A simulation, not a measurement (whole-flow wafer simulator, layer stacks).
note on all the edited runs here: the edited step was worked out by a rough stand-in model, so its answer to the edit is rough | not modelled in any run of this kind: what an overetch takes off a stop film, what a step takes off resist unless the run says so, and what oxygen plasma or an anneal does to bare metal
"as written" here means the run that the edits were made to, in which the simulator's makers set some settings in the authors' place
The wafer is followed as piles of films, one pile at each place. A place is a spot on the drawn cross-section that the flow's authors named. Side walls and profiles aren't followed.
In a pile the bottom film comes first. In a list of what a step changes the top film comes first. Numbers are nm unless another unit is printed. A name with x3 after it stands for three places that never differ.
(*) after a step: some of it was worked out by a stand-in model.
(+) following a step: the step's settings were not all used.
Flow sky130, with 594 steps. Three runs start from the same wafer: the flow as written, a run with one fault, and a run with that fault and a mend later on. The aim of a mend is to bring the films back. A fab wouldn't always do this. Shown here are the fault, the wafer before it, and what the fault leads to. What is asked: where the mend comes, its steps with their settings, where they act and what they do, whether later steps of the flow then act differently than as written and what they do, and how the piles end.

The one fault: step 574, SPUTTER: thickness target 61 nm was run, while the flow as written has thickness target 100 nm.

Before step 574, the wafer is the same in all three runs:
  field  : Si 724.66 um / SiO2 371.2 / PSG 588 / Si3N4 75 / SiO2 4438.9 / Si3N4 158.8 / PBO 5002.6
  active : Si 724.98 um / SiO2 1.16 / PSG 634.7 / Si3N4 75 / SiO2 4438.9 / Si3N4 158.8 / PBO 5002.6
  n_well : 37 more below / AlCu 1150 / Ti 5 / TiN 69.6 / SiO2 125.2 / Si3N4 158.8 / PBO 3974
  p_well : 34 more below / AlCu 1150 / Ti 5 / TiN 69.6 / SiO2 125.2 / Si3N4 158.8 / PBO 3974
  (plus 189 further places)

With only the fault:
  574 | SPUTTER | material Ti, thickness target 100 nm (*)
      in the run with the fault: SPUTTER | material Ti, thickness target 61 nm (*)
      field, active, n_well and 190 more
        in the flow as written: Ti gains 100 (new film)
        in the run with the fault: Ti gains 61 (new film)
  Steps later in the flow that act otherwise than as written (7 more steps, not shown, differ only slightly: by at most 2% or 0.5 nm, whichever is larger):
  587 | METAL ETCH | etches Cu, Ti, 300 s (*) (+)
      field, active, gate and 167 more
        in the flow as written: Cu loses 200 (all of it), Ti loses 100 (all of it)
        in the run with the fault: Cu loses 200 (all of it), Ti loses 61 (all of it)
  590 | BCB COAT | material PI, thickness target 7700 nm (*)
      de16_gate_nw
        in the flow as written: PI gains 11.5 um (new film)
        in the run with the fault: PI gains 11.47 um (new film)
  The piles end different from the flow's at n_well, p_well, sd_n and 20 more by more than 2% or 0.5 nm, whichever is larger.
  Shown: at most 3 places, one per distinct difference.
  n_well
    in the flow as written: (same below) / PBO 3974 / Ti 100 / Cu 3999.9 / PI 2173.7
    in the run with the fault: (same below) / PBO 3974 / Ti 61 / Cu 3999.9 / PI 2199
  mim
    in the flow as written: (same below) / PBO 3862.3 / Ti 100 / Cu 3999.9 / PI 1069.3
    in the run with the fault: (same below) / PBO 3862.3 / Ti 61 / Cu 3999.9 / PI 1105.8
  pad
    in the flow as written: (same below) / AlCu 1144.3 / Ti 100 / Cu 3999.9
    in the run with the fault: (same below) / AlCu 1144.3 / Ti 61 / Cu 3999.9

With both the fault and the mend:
  The mend follows step 574.
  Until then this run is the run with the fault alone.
  574a | SPUTTER | material Ti, thickness target 39 nm (*) (a further turn of the flow's step 574, with different settings)
      field, active, n_well and 190 more
        Ti gains 39
  None of the later steps of the flow acts differently than as written at any place that is followed.
  At every place that both follow, the piles at the end match the flow's.
